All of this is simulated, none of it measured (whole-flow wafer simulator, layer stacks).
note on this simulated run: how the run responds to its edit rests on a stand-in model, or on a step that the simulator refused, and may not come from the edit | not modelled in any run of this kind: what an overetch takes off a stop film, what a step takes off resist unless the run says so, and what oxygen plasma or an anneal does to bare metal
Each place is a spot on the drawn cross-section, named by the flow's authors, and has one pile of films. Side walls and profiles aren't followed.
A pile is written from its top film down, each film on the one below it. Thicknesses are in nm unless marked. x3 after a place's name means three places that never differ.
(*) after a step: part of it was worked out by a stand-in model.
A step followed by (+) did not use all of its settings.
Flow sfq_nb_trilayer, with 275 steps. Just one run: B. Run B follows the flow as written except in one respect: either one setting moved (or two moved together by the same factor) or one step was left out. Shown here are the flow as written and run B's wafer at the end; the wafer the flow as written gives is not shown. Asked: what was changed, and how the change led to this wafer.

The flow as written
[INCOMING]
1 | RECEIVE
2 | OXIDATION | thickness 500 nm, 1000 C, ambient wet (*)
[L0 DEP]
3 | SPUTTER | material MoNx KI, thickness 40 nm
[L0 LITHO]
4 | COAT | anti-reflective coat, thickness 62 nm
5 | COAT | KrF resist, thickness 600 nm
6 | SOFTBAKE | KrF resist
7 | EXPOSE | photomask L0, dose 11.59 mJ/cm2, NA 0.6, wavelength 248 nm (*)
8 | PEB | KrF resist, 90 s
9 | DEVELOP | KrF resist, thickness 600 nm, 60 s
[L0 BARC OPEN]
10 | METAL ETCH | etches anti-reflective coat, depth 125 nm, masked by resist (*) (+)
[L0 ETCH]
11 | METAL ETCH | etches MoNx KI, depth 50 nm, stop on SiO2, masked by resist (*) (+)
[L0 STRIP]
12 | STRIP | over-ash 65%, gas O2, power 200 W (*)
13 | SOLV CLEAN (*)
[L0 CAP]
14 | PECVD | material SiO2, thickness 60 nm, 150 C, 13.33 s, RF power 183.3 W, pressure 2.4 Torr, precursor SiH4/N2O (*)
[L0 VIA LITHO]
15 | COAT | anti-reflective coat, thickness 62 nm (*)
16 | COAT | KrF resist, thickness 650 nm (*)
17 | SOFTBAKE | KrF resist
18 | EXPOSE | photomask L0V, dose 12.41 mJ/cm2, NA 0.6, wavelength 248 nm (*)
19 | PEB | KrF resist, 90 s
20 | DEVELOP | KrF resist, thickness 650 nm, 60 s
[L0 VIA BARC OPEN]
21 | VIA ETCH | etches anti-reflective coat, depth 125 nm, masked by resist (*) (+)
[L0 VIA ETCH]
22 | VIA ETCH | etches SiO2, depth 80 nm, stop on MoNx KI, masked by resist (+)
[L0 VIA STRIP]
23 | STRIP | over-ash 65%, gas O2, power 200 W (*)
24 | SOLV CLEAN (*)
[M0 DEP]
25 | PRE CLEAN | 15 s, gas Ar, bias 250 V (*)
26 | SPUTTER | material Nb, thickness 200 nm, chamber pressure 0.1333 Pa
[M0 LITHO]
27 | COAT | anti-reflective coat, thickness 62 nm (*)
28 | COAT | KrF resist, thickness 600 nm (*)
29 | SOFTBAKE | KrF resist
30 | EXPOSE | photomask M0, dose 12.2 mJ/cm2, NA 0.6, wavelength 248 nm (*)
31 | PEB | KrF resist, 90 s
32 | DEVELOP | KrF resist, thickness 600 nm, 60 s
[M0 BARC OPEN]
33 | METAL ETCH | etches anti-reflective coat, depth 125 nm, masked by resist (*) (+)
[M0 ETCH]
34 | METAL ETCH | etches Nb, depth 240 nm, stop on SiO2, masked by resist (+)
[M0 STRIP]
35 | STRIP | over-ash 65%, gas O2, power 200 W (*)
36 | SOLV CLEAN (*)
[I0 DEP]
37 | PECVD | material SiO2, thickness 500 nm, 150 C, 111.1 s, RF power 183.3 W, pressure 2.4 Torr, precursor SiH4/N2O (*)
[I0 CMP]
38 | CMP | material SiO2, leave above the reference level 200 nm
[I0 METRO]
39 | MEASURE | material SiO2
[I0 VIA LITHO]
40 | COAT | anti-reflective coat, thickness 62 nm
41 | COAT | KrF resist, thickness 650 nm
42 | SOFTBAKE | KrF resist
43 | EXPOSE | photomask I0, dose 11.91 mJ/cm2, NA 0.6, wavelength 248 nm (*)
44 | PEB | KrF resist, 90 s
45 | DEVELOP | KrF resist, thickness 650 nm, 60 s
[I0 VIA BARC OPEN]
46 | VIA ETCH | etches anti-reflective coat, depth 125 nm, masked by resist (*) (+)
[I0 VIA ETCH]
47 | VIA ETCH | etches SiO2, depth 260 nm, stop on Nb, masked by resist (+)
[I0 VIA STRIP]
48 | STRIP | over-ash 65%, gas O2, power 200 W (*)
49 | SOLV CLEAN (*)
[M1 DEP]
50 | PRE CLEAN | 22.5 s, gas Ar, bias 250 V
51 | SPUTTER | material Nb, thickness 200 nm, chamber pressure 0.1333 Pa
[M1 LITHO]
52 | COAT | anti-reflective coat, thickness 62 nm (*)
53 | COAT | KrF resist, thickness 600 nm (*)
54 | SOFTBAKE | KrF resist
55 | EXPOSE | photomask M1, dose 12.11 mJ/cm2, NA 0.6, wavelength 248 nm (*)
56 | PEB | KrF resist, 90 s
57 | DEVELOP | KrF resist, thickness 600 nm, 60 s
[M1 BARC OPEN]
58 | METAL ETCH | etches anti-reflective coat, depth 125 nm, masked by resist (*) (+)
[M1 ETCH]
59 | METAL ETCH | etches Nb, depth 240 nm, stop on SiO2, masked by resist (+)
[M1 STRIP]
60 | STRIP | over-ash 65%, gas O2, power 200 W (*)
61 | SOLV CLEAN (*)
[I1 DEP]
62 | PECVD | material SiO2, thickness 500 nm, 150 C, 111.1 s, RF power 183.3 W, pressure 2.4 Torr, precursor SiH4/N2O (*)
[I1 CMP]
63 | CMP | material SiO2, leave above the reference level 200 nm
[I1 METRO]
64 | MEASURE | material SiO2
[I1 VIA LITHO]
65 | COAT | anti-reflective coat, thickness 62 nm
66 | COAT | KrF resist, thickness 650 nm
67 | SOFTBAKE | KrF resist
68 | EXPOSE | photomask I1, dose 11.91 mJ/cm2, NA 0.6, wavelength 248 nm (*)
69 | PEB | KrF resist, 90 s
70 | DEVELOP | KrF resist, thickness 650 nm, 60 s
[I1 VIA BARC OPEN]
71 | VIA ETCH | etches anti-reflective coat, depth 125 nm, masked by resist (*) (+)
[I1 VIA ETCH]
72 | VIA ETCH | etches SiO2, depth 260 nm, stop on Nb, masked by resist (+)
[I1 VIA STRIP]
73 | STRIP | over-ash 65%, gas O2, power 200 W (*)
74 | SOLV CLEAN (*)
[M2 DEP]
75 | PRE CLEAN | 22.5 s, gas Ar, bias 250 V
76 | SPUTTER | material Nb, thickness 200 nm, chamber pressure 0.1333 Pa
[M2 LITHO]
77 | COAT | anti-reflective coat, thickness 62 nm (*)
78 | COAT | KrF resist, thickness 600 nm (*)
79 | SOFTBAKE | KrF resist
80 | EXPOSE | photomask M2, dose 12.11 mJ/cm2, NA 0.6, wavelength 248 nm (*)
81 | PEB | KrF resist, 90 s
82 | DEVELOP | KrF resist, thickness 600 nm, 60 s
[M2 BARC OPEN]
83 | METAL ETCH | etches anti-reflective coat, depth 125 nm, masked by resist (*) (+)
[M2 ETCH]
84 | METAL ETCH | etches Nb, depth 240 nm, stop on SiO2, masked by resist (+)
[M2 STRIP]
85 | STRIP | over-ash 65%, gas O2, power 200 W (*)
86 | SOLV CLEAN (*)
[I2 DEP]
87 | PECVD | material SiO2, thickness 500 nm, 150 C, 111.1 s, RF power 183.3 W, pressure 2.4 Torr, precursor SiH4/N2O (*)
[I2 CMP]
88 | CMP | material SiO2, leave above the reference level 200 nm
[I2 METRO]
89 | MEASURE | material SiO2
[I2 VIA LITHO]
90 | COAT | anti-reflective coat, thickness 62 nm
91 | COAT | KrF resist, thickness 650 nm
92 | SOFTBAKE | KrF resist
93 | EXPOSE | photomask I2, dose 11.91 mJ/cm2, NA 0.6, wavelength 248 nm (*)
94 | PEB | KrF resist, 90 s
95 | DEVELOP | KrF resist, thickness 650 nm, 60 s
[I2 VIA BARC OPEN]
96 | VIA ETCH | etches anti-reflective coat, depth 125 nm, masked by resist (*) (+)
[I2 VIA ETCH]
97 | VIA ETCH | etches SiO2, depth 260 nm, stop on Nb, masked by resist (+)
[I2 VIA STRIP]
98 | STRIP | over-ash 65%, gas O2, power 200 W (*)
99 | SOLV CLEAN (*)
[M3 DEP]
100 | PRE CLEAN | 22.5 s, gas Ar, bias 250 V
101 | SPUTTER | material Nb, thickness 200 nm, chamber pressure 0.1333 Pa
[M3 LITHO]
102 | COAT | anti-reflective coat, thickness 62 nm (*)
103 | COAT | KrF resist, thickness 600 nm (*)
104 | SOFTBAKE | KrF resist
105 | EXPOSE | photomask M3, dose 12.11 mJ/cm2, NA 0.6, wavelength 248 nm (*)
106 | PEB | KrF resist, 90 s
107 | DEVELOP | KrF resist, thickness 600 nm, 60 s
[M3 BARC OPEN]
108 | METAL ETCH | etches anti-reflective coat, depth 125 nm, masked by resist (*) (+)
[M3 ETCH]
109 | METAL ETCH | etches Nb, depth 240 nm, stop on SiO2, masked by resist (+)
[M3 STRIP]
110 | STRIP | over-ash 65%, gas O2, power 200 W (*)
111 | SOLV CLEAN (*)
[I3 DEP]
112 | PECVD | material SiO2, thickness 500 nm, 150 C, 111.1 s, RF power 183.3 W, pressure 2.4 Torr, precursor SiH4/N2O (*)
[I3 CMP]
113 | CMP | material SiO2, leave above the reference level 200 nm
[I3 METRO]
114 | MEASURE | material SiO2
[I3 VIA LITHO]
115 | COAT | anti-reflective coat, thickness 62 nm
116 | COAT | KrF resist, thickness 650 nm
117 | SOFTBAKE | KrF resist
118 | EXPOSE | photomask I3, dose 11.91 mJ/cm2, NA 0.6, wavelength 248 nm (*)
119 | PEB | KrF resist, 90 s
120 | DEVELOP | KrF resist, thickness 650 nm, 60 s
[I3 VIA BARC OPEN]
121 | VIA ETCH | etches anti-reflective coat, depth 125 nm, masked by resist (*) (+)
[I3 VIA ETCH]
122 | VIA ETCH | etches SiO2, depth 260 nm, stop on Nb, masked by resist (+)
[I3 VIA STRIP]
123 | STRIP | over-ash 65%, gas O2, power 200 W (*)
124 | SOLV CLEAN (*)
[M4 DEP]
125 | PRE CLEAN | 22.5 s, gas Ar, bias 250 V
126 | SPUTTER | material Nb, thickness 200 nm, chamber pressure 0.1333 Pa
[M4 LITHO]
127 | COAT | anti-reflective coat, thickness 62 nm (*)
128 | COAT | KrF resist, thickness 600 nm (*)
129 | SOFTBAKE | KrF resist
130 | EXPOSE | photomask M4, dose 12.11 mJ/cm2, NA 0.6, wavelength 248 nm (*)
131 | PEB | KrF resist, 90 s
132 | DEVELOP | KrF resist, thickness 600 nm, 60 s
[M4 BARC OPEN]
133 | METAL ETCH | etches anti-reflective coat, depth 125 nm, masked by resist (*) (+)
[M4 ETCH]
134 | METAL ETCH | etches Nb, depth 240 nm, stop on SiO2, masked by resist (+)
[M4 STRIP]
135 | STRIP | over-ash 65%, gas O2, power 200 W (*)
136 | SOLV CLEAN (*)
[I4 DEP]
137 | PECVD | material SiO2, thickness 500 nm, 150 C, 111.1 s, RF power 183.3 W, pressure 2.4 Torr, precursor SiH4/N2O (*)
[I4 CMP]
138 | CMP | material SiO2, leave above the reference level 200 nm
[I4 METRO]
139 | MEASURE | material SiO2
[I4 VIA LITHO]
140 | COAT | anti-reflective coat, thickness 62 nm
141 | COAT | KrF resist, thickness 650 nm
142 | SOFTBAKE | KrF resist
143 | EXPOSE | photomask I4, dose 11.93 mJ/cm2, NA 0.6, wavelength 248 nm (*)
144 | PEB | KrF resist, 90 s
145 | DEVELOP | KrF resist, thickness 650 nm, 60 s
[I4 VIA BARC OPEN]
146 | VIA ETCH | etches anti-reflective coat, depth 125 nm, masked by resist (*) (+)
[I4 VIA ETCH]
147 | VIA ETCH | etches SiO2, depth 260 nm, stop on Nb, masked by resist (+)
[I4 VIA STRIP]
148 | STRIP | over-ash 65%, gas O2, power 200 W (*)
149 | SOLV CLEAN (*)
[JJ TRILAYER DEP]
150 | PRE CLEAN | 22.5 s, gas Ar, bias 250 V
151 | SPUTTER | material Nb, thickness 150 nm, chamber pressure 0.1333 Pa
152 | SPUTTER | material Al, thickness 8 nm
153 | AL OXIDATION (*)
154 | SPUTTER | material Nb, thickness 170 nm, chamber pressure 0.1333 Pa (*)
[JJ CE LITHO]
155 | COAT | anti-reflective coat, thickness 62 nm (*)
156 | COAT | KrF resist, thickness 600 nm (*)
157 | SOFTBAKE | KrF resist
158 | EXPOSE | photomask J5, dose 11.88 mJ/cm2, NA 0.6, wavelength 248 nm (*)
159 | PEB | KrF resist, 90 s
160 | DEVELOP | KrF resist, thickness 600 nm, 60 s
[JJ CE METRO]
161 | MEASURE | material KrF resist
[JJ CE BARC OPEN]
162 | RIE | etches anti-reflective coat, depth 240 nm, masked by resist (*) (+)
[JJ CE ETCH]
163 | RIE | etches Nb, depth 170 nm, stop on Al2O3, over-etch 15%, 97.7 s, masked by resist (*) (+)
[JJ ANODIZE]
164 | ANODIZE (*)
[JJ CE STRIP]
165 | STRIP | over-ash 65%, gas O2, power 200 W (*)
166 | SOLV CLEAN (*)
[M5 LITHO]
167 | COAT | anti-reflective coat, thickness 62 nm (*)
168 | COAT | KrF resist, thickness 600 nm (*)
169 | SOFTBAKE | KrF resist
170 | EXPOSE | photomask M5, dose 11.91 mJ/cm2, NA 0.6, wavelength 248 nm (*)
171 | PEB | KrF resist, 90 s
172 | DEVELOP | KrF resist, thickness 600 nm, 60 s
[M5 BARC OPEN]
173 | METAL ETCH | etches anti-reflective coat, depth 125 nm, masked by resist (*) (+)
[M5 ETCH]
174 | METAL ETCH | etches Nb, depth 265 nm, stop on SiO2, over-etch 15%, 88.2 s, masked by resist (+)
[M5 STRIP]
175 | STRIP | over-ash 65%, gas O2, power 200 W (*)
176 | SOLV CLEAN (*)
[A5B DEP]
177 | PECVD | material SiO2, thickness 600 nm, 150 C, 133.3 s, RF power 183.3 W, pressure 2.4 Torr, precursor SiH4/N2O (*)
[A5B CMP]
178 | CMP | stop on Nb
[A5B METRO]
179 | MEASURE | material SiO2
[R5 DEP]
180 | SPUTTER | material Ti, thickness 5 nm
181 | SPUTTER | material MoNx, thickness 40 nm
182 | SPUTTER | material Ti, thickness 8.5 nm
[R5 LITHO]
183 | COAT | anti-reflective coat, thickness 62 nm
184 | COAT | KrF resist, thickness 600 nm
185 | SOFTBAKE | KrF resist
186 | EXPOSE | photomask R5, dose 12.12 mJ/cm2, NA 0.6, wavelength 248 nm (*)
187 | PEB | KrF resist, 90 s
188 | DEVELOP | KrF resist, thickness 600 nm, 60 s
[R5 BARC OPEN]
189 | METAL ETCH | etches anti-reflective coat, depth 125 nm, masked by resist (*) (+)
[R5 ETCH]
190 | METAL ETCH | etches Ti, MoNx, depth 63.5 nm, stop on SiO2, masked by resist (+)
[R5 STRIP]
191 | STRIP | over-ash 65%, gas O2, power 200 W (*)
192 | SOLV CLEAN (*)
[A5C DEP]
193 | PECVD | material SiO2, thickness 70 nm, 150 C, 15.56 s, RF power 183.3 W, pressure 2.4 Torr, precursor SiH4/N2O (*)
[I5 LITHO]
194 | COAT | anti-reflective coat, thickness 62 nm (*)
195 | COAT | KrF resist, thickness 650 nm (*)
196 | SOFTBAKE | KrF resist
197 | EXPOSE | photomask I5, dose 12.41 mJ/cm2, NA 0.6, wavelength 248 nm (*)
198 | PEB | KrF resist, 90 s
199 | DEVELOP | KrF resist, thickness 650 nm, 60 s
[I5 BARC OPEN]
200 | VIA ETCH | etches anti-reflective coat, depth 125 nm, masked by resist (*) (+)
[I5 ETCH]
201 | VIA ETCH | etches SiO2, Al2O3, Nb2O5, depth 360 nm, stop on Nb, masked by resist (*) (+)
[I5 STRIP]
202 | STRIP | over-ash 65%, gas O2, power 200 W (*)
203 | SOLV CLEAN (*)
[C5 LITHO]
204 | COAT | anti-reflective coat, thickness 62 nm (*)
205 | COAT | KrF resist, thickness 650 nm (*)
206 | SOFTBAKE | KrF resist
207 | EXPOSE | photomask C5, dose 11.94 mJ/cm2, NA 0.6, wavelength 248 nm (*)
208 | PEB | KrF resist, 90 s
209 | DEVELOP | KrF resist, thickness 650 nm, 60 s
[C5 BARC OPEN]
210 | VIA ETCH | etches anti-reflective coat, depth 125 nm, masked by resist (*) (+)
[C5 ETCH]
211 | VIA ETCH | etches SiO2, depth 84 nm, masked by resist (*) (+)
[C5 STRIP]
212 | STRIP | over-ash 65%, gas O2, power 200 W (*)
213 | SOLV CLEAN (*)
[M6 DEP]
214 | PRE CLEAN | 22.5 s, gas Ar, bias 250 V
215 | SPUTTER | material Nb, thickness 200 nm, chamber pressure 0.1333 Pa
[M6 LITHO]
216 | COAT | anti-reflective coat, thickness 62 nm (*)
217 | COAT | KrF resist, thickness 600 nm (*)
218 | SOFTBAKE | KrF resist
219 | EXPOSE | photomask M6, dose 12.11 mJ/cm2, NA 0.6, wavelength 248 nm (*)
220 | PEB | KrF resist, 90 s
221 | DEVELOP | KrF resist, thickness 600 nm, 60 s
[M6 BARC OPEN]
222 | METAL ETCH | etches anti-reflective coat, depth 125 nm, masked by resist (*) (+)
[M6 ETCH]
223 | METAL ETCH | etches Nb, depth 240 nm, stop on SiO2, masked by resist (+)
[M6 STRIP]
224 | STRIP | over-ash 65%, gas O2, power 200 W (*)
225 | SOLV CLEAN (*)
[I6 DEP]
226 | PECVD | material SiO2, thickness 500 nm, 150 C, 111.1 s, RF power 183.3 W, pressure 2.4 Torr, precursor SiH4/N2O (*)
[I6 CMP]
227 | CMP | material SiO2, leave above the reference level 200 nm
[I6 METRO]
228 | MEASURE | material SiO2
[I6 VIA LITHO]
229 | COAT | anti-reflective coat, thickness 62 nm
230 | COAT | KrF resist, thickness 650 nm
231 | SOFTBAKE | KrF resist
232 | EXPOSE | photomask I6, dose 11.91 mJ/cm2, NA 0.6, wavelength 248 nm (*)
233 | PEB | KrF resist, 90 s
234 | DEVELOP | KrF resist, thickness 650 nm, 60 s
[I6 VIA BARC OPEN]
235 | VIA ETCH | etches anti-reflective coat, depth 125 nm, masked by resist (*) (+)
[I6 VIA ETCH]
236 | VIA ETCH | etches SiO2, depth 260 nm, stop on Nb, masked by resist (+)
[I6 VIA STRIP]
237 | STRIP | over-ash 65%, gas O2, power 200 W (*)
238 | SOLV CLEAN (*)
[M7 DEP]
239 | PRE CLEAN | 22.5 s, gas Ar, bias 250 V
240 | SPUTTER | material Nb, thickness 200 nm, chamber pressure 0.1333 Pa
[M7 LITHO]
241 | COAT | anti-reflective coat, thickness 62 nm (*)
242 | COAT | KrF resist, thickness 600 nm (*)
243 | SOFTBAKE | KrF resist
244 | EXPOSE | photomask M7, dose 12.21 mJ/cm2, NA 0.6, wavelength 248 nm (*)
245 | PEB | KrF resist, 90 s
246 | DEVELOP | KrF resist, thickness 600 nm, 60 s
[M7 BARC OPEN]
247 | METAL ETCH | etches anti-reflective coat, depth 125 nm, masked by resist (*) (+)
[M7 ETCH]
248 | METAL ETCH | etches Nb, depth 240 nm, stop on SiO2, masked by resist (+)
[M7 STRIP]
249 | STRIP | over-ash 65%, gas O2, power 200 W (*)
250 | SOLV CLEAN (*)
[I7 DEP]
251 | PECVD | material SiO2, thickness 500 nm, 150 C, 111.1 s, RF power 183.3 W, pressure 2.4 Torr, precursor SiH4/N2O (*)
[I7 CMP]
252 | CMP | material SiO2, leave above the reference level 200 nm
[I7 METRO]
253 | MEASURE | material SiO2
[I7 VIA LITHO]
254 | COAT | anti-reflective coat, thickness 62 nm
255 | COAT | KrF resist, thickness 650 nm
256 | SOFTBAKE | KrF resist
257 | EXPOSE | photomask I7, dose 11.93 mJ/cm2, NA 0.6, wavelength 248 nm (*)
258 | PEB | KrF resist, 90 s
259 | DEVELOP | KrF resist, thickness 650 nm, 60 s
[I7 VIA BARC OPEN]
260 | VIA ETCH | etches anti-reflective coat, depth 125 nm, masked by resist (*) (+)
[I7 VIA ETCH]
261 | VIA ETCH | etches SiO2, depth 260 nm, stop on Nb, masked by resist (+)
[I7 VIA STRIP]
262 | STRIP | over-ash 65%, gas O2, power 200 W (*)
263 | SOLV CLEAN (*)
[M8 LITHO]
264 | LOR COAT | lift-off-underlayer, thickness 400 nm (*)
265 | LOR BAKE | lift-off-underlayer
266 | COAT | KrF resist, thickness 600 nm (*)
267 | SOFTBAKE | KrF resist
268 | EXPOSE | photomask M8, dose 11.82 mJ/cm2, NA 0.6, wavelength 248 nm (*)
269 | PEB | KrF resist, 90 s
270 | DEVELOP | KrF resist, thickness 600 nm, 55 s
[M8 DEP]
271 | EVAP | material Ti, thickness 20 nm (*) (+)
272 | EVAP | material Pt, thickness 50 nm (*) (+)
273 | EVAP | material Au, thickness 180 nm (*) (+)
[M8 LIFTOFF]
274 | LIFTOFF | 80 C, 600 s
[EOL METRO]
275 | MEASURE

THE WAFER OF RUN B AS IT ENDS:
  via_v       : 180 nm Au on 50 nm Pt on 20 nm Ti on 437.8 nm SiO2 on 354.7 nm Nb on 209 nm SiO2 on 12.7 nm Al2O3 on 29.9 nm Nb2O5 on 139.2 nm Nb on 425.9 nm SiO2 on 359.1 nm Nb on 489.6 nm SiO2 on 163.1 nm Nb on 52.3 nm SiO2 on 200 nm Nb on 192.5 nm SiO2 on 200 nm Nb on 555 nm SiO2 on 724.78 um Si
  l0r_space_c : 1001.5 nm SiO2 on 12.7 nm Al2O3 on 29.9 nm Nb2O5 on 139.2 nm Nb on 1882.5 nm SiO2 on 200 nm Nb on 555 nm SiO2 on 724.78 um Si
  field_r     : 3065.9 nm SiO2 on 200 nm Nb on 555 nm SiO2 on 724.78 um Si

The reason: step 63, CMP: leave above the reference level 320 nm was run, whereas the flow has leave above the reference level 200 nm.

How this came from the change, step by step:
  63 | CMP | material SiO2, leave above the reference level 200 nm
      field_l, be, be_sur and 72 more: nothing (in the flow as written it would be: -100 SiO2)
      lsp_m, ln_m6, lsp_r, l0_sur, l0v: nothing (in the flow as written it would be: -94.9 SiO2)
      (and at 26 other places as well)
  65 | COAT | anti-reflective coat, thickness 62 nm
      m0r_space_l, m0r_space_r, m6r_space_l x2, m7r_space_l x2: +65 anti-reflective coat (new film) (in the flow as written it would be: +62 anti-reflective coat (new film))
      via_wl, via_w, via_v: +60.4 anti-reflective coat (new film) (in the flow as written it would be: +62 anti-reflective coat (new film))
      (and at 29 other places as well)
  71 | VIA ETCH | etches anti-reflective coat, depth 125 nm, masked by resist (*) (+)
      field_l, v_sur, via_wl and 102 more: -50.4 KrF resist (in the flow as written it would be: -51.7 KrF resist)
      via_v: -60.4 anti-reflective coat (all of it), -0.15 SiO2 (in the flow as written it would be: -62 anti-reflective coat (all of it), -0.16 SiO2)
  72 | VIA ETCH | etches SiO2, depth 260 nm, stop on Nb, masked by resist (+)
      via_v: -260 SiO2 (in the flow as written it would be: -199.8 SiO2 (all of it))
  73 | STRIP | over-ash 65%, gas O2, power 200 W (*)
      m0r_space_l, m0r_space_r, m6r_space_l x2, m7r_space_l x2: -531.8 KrF resist (all of it), -65 anti-reflective coat (all of it) (in the flow as written it would be: -528.6 KrF resist (all of it), -62 anti-reflective coat (all of it))
      m5r_space_l, m5r_space_r: -531.8 KrF resist (all of it), -63.8 anti-reflective coat (all of it) (in the flow as written it would be: -528.6 KrF resist (all of it), -62 anti-reflective coat (all of it))
      (and at 29 other places as well)
  75 | PRE CLEAN | 22.5 s, gas Ar, bias 250 V
      via_v: -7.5 SiO2 (in the flow as written it would be: -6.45 Nb)
  76 | SPUTTER | material Nb, thickness 200 nm, chamber pressure 0.1333 Pa
      via_v: +163.1 Nb (new film) (in the flow as written it would be: +174.5 Nb)
  77 | COAT | anti-reflective coat, thickness 62 nm (*)
      m0r_space_l, m0r_space_r, m6r_space_l x2, m7r_space_l x2: +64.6 anti-reflective coat (new film) (in the flow as written it would be: +62 anti-reflective coat (new film))
      wl_f_sr, wl_g_sl, wl_g_m5, m5r_space_l, m5r_space_r: +63.3 anti-reflective coat (new film) (in the flow as written it would be: +62 anti-reflective coat (new film))
      (and at 26 other places as well)
  78 | COAT | KrF resist, thickness 600 nm (*)
      via_v: +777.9 KrF resist (new film) (in the flow as written it would be: +733.7 KrF resist (new film))
      wire: +579.5 KrF resist (new film) (in the flow as written it would be: +592.5 KrF resist (new film))
  83 | METAL ETCH | etches anti-reflective coat, depth 125 nm, masked by resist (*) (+)
      m0r_space_l, m0r_space_r, m6r_space_l x2, m7r_space_l x2: -64.6 anti-reflective coat (all of it) (in the flow as written it would be: -62 anti-reflective coat (all of it))
      wl_f_sr, wl_g_sl, wl_g_m5, m5r_space_l, m5r_space_r: -63.3 anti-reflective coat (all of it) (in the flow as written it would be: -62 anti-reflective coat (all of it))
      (and at 18 other places as well)
  85 | STRIP | over-ash 65%, gas O2, power 200 W (*)
      v_sur: -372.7 KrF resist (all of it), -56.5 anti-reflective coat (all of it) (in the flow as written it would be: -380 KrF resist (all of it), -61.4 anti-reflective coat (all of it))
      via_wl: -370.2 KrF resist (all of it), -59.5 anti-reflective coat (all of it) (in the flow as written it would be: -379.5 KrF resist (all of it), -61.3 anti-reflective coat (all of it))
      (and at 6 other places as well)
  87 | PECVD | material SiO2, thickness 500 nm, 150 C, 111.1 s, RF power 183.3 W, pressure 2.4 Torr, precursor SiH4/N2O (*)
      via_v: +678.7 SiO2 (new film) (in the flow as written it would be: +606 SiO2 (new film))
  88 | CMP | material SiO2, leave above the reference level 200 nm
      field_l, be, be_sur and 72 more: -80 SiO2 (in the flow as written it would be: -100 SiO2)
      lsp_m, ln_m6, lsp_r, l0_sur, l0v: -74.9 SiO2 (in the flow as written it would be: -100 SiO2)
If metal films that touch count as one body, via_v has 7 bodies (between them, from the top down: SiO2 437.8; SiO2 209 / Al2O3 12.7 / Nb2O5 29.9; SiO2 425.9; SiO2 489.6; SiO2 52.3; SiO2 192.5); the flow as written gives 6 bodies (between them, from the top down: SiO2 437.8; SiO2 209 / Al2O3 12.7 / Nb2O5 29.9; SiO2 425.9; SiO2 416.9; SiO2 192.5).
